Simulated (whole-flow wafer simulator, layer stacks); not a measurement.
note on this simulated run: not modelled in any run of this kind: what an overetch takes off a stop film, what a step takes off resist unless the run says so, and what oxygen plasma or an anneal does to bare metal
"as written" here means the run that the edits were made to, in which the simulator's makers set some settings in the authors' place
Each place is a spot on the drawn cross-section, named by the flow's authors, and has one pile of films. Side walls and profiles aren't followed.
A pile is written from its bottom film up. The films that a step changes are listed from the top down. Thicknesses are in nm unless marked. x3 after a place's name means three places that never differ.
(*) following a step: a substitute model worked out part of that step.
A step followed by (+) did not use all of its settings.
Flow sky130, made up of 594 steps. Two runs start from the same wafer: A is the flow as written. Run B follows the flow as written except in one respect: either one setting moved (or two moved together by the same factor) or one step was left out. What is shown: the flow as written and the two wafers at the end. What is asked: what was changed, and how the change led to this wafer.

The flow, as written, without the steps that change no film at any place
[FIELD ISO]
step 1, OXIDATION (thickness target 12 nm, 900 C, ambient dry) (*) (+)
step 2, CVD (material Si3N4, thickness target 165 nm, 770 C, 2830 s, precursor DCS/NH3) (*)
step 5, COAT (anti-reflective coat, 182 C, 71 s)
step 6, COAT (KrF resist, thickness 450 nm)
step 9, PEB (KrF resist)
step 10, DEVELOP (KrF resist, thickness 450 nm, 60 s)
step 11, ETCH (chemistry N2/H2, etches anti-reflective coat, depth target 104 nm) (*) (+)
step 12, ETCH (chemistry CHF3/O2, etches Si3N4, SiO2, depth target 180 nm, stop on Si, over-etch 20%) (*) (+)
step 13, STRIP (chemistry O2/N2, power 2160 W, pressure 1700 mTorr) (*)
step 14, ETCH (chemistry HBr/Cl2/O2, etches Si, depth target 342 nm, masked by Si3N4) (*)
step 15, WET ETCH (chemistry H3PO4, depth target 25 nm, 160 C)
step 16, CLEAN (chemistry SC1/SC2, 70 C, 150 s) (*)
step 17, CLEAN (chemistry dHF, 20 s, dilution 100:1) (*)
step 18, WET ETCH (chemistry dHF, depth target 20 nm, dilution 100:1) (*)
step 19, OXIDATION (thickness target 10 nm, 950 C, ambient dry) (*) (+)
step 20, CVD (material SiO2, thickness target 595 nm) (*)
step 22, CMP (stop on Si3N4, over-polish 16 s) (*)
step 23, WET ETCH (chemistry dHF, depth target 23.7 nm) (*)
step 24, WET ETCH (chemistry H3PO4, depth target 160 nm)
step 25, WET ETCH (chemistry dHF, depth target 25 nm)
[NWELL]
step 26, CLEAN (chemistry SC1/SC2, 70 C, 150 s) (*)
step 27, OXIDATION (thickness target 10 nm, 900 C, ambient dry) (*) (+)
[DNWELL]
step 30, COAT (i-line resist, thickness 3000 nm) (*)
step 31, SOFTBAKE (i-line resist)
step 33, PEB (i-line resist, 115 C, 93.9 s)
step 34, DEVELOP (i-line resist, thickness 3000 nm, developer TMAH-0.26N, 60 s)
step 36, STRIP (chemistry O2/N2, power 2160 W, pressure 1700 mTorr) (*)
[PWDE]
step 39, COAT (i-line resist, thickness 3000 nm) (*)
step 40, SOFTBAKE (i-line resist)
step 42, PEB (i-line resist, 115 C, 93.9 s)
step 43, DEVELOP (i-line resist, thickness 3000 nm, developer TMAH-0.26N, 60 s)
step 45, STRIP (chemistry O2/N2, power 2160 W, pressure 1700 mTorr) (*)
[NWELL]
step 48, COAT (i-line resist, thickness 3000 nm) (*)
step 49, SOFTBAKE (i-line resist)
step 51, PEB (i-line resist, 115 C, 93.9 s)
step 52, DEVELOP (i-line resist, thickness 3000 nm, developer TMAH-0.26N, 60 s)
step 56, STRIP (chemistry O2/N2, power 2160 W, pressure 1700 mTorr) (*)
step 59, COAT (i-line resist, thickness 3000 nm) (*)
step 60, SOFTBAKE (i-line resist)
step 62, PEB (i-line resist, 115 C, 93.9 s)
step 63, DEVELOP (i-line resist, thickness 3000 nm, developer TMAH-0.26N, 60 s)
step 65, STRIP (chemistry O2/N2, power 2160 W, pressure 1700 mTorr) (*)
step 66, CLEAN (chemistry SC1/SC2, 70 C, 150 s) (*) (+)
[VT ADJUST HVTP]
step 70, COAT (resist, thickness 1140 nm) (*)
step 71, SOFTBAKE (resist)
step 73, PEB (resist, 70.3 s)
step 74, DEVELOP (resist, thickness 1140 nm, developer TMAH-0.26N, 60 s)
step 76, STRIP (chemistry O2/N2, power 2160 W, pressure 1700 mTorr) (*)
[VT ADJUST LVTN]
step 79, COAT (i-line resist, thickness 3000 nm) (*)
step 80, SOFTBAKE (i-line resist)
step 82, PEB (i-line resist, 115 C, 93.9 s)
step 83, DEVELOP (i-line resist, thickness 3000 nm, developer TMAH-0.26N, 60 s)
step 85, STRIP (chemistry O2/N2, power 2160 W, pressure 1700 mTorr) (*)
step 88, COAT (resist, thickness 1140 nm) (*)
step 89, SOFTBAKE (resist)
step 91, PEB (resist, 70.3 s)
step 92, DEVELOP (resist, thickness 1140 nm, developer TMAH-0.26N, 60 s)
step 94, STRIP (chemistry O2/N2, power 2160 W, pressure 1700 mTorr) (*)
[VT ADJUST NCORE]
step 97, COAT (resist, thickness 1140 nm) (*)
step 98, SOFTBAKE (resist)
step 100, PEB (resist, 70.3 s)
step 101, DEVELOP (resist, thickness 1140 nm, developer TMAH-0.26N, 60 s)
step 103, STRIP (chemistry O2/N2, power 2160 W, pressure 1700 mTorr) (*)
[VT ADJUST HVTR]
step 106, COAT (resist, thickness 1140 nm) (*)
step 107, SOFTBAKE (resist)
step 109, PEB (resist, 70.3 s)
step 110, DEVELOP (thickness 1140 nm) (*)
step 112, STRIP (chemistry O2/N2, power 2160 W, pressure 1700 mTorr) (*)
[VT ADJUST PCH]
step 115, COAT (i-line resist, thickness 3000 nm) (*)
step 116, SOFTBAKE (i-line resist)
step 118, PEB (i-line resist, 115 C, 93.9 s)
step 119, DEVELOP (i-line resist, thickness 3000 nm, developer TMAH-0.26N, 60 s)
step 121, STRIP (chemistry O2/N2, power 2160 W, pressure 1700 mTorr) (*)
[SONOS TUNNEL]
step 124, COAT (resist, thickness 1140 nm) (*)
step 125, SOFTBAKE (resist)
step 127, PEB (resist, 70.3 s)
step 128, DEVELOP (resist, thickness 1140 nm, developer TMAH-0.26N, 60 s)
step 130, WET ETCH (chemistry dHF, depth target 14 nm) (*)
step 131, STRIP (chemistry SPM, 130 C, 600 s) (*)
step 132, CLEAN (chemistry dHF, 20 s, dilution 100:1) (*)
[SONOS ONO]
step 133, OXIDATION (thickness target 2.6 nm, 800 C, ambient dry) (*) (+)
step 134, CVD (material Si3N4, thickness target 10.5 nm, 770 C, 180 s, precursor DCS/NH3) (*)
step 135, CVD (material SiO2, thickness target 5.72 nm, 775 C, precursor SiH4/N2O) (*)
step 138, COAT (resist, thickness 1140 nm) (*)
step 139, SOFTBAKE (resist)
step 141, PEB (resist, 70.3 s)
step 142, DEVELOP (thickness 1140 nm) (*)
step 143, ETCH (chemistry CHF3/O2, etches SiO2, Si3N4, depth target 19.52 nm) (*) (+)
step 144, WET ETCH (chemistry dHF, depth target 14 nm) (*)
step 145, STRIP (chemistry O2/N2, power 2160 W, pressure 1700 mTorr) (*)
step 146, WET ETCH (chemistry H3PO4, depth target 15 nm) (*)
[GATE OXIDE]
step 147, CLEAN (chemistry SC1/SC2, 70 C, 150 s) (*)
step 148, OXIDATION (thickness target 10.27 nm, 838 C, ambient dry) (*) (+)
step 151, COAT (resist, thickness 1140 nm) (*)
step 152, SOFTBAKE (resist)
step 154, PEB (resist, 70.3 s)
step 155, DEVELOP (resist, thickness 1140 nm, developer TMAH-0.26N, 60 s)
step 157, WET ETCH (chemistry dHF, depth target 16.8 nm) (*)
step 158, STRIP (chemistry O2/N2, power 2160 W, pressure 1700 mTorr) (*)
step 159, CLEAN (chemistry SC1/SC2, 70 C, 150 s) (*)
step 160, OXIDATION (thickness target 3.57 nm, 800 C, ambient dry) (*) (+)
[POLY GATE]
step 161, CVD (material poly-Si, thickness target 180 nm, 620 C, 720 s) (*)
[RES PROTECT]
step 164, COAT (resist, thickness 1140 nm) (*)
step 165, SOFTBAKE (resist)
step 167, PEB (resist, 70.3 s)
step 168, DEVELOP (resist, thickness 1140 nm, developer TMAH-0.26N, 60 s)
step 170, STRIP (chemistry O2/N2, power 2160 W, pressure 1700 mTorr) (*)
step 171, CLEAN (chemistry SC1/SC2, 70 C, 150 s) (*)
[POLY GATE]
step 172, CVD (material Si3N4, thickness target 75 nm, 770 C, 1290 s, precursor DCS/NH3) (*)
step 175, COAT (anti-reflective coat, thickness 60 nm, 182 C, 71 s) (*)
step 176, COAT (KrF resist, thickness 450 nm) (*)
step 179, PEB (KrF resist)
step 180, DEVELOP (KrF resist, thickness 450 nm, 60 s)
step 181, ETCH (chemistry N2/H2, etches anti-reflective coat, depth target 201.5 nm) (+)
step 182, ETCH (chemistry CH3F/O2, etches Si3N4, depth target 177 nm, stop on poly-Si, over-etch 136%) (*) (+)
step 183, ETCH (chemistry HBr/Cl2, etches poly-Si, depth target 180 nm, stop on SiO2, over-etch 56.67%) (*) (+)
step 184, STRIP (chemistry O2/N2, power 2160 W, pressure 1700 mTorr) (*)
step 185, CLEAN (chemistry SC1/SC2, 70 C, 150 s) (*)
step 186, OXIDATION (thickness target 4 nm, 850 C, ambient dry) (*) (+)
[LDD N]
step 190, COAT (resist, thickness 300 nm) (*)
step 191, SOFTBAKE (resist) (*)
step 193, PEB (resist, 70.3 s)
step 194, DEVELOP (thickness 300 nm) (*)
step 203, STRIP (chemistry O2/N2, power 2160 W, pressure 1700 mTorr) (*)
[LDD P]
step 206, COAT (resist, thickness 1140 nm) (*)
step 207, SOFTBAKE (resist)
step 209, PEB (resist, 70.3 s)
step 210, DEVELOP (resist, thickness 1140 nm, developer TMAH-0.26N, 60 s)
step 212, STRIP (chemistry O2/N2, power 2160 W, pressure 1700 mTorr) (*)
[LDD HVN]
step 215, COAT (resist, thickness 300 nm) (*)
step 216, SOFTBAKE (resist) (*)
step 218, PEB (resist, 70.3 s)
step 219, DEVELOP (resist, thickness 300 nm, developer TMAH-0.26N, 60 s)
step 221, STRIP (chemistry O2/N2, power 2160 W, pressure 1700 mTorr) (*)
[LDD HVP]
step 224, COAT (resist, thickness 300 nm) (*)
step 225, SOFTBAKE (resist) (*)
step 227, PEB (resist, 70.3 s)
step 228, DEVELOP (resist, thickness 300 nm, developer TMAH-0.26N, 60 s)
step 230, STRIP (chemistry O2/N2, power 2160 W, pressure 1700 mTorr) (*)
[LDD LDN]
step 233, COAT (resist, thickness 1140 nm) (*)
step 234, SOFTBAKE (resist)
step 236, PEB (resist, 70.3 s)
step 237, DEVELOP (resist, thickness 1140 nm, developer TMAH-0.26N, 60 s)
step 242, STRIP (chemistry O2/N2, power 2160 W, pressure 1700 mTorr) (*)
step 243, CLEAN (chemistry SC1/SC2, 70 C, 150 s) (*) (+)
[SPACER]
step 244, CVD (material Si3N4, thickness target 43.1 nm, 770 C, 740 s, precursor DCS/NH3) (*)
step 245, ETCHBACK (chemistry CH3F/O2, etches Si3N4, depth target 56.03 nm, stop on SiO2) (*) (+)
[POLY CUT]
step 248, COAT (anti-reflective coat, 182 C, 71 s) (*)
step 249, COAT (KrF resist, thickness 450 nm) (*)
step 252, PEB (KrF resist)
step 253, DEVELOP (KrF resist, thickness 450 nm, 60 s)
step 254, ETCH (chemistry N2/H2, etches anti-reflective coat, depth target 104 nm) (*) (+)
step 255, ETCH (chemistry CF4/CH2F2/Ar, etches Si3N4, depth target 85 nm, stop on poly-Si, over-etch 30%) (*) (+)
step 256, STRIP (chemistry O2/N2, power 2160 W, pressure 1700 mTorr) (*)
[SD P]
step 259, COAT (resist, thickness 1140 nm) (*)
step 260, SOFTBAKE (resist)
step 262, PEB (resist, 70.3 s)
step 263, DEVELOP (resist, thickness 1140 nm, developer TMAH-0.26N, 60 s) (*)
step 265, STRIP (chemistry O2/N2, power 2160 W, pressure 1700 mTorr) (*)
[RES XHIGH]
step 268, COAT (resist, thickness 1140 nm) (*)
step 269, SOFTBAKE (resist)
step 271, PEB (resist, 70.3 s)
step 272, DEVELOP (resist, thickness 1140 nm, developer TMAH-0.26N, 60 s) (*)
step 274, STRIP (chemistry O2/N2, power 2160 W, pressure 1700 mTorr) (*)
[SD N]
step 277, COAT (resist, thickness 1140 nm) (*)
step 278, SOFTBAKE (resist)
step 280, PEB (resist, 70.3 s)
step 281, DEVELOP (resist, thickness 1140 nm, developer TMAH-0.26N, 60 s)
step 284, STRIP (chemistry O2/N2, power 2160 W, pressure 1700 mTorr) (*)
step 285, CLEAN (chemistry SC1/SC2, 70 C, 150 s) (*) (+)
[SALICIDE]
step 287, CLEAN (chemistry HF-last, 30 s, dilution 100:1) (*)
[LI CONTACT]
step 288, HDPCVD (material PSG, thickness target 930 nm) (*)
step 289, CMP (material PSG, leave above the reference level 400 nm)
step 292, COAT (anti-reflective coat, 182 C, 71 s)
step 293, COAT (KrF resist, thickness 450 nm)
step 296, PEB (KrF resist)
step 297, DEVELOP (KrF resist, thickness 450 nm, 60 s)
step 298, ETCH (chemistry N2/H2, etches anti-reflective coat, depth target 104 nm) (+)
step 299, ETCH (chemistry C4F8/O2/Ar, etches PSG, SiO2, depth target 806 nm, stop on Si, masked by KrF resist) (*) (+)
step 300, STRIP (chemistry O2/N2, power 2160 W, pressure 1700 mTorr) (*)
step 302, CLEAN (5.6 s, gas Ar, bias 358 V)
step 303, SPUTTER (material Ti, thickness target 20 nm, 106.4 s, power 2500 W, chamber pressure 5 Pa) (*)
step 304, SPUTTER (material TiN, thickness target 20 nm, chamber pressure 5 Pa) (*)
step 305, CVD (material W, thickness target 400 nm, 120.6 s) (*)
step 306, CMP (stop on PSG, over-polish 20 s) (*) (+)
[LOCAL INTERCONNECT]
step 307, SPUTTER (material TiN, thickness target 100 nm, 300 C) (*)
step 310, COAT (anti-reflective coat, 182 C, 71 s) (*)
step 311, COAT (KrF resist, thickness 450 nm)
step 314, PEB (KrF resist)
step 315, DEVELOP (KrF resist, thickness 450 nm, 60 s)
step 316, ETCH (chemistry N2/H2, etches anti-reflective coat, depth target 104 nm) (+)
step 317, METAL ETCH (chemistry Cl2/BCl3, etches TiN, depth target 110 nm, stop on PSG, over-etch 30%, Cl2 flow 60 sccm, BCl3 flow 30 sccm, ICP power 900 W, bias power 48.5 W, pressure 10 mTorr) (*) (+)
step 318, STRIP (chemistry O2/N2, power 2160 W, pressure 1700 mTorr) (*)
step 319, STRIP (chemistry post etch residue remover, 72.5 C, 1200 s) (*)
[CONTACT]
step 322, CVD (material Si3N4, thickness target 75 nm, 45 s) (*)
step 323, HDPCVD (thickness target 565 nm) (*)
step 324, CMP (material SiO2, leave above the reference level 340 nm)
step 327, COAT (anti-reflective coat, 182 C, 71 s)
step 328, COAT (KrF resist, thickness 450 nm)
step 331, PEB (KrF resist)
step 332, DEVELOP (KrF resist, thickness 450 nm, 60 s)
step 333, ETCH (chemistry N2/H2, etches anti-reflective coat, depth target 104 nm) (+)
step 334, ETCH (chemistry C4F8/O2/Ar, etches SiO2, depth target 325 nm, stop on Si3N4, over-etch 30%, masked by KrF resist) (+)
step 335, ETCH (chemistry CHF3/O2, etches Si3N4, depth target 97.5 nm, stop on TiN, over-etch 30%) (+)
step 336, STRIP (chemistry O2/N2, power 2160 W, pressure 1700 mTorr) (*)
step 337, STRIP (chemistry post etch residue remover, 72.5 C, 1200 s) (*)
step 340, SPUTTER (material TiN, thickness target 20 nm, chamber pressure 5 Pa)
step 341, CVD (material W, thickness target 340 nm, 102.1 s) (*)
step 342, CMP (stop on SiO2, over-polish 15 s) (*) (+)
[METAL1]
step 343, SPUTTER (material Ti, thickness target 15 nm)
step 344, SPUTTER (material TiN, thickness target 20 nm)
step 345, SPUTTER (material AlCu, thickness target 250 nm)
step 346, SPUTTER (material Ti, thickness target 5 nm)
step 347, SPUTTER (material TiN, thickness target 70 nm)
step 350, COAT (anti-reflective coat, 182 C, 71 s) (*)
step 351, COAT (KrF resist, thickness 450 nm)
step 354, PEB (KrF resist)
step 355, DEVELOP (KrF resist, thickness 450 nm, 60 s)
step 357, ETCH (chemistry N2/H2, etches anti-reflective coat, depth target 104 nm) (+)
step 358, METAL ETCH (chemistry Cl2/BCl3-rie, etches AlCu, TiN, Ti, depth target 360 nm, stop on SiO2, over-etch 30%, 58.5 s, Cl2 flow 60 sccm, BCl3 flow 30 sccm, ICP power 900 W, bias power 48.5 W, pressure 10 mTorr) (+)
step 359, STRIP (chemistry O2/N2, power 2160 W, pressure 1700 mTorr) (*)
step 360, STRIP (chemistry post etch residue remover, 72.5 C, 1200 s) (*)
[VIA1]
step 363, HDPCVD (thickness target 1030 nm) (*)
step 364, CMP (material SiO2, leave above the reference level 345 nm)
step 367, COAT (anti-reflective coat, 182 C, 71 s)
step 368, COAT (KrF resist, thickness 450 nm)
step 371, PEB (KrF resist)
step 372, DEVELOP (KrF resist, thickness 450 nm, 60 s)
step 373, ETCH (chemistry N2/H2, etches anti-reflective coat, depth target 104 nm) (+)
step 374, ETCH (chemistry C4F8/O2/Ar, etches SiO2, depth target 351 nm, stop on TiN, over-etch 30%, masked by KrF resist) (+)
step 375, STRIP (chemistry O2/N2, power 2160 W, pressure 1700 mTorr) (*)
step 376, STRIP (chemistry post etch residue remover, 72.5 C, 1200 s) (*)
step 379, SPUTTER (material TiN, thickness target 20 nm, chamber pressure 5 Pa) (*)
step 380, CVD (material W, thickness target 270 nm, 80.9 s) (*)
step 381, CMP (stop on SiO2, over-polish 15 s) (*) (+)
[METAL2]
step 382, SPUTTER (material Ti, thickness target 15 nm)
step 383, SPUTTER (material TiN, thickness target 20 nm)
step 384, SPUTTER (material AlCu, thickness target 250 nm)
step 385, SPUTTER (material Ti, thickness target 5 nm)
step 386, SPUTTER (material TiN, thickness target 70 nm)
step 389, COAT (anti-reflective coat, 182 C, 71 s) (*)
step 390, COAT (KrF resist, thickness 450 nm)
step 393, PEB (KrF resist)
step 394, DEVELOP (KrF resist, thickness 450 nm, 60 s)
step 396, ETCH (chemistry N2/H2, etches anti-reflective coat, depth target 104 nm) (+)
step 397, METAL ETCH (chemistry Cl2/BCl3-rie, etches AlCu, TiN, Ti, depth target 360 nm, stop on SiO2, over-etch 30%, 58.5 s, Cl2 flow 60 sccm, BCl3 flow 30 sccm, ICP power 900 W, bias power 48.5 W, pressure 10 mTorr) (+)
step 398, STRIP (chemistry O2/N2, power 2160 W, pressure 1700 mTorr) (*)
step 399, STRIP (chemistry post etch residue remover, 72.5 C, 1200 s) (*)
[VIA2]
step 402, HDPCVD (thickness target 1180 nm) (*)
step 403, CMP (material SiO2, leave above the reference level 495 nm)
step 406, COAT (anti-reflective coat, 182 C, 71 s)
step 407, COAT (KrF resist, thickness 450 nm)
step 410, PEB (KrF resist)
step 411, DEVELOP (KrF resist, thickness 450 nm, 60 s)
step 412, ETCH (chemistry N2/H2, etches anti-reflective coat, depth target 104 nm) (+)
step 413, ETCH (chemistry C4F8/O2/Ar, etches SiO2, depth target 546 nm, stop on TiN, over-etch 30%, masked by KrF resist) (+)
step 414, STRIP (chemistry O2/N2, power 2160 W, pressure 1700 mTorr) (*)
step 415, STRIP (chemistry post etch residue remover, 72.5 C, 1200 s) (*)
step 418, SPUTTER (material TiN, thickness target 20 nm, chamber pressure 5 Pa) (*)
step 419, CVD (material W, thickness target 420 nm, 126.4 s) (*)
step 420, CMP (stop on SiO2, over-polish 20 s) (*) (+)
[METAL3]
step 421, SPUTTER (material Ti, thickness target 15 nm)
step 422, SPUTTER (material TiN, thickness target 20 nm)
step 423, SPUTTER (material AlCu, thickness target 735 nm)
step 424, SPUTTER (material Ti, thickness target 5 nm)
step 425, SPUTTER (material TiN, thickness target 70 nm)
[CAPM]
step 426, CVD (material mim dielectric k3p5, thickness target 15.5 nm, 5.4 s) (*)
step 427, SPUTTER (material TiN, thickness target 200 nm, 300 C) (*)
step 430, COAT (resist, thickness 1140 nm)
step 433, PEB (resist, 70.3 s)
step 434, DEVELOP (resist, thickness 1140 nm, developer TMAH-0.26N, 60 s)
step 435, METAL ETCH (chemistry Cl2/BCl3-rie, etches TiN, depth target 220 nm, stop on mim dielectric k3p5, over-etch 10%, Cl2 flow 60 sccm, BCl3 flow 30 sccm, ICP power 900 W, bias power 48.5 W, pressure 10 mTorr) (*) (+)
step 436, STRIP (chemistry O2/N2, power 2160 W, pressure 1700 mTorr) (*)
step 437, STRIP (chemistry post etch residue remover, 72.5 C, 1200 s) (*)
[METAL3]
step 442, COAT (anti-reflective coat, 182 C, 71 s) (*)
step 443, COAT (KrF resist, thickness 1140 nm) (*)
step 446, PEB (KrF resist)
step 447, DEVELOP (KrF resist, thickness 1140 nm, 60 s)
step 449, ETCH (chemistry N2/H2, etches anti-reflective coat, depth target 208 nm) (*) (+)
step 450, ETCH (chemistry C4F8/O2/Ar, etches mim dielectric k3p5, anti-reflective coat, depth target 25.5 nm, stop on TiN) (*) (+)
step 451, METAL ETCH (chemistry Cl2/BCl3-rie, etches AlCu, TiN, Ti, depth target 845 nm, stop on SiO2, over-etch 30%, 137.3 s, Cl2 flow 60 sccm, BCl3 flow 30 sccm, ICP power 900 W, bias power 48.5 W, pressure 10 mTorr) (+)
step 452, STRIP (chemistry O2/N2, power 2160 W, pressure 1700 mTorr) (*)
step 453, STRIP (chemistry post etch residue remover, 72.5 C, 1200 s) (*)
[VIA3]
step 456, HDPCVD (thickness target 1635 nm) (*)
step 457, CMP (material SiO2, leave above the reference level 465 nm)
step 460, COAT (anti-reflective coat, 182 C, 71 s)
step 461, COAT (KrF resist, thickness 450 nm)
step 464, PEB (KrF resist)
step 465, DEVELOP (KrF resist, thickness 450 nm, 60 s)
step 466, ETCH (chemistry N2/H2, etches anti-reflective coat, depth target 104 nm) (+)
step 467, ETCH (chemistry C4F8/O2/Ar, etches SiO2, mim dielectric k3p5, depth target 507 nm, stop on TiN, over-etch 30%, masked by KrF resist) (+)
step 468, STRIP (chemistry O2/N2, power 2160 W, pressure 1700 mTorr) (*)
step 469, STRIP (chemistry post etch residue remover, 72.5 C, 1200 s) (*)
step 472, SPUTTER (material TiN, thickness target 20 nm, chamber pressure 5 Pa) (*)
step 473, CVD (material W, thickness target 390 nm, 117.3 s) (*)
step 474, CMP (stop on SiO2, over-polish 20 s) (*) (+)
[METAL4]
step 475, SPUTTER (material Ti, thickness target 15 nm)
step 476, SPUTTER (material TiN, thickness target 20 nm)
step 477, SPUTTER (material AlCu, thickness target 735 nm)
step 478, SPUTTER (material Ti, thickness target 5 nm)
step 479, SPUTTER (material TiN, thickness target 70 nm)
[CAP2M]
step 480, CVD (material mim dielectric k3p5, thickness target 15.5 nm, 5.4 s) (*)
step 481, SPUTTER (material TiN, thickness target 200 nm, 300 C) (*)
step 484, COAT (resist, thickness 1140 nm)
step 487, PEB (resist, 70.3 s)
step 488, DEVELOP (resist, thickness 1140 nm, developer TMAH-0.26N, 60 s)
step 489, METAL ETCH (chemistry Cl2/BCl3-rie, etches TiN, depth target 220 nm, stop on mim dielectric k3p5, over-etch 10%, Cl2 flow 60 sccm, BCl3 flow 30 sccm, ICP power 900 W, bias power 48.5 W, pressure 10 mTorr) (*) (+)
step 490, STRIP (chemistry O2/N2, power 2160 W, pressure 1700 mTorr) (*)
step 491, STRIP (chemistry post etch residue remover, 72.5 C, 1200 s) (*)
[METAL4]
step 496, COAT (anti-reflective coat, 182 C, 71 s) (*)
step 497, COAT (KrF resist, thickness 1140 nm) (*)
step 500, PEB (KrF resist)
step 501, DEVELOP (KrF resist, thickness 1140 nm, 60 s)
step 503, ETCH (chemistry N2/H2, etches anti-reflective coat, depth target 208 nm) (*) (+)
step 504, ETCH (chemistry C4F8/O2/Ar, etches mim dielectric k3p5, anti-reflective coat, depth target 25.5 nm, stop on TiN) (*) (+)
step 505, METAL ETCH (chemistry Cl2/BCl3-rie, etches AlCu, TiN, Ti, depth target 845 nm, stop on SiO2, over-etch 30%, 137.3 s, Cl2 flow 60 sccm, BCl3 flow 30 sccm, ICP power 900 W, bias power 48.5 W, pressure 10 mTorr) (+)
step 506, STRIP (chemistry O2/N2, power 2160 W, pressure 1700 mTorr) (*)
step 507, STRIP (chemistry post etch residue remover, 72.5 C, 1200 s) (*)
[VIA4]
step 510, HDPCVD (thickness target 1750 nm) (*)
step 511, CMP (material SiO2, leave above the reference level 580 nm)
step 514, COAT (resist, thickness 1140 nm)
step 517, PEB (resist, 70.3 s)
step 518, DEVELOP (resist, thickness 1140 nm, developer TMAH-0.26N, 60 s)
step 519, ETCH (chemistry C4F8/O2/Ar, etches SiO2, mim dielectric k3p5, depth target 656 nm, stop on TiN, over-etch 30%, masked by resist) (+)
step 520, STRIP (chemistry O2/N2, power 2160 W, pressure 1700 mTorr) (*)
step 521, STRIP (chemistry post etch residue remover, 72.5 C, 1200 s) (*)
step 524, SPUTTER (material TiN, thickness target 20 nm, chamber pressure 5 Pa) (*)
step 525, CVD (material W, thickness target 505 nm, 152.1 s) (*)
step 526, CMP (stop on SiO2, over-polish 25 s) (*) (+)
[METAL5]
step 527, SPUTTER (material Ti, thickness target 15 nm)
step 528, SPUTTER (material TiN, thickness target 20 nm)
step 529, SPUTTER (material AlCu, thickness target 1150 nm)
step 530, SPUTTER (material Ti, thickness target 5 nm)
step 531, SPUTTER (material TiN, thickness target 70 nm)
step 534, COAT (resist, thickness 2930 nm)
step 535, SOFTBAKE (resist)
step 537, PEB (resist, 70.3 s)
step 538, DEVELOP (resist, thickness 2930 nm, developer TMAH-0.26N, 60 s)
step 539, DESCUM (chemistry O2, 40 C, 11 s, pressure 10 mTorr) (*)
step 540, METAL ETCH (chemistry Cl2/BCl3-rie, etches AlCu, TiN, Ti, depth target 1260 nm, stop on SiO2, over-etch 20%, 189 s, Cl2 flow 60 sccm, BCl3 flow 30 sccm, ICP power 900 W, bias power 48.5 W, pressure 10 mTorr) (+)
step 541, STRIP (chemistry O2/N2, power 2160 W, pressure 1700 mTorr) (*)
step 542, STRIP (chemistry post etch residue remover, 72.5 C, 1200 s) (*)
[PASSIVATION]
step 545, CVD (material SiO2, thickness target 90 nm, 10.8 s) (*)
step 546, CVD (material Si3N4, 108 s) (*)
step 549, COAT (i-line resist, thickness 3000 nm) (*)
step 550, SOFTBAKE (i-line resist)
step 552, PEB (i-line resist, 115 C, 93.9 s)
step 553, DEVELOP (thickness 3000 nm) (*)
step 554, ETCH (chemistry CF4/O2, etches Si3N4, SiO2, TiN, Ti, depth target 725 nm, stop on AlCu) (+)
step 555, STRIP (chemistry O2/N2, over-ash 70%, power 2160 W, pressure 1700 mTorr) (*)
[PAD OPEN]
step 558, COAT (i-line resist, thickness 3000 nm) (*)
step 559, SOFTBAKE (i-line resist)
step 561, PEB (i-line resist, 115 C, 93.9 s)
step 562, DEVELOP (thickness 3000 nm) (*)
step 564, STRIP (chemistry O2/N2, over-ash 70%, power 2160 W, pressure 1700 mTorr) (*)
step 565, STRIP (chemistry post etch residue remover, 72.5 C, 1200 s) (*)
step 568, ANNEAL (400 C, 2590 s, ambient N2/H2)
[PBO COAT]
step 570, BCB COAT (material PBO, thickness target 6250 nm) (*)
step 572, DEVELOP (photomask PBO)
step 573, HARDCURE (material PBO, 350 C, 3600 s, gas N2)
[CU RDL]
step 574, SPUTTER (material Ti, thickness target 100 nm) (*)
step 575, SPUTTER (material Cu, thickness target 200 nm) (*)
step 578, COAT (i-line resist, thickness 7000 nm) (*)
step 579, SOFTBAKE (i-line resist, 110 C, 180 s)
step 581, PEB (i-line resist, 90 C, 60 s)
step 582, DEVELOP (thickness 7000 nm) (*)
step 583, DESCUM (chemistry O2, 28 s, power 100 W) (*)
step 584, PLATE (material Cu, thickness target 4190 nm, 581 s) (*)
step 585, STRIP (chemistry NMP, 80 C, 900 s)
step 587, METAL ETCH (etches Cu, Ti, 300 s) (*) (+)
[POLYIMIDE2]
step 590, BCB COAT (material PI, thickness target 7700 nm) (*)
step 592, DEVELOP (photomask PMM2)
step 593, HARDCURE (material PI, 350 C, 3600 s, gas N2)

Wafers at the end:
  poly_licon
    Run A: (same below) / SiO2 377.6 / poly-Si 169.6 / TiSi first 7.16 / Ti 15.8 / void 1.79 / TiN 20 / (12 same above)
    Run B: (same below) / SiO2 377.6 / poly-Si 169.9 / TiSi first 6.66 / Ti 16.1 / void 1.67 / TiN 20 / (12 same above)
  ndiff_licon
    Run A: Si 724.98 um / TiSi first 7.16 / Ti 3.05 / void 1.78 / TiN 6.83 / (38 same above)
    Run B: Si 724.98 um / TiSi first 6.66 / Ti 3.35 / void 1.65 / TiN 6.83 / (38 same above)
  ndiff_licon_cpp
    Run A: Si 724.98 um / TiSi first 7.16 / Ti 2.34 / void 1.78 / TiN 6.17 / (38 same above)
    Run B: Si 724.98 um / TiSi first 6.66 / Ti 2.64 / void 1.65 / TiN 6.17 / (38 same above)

Cause: step 568, ANNEAL: 2072 s was run, whereas the flow has 2590 s.

How this came from the change, step by step:
  step 568, ANNEAL (400 C, 2590 s, ambient N2/H2)
      poly_licon, rpo_hd_licon: A under 11 films: +1.65 void (new film), -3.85 Ti, +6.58 TiSi first (new film), -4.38 poly-Si | B under 11 films: +1.51 void (new film), -3.53 Ti, +6.03 TiSi first (new film), -4.02 poly-Si
      ndiff_licon, ndiff_licon_cpp: A under 37 films: +1.63 void (new film), -3.85 Ti, +6.58 TiSi first (new film), -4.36 Si | B under 37 films: +1.5 void (new film), -3.53 Ti, +6.03 TiSi first (new film), -4 Si
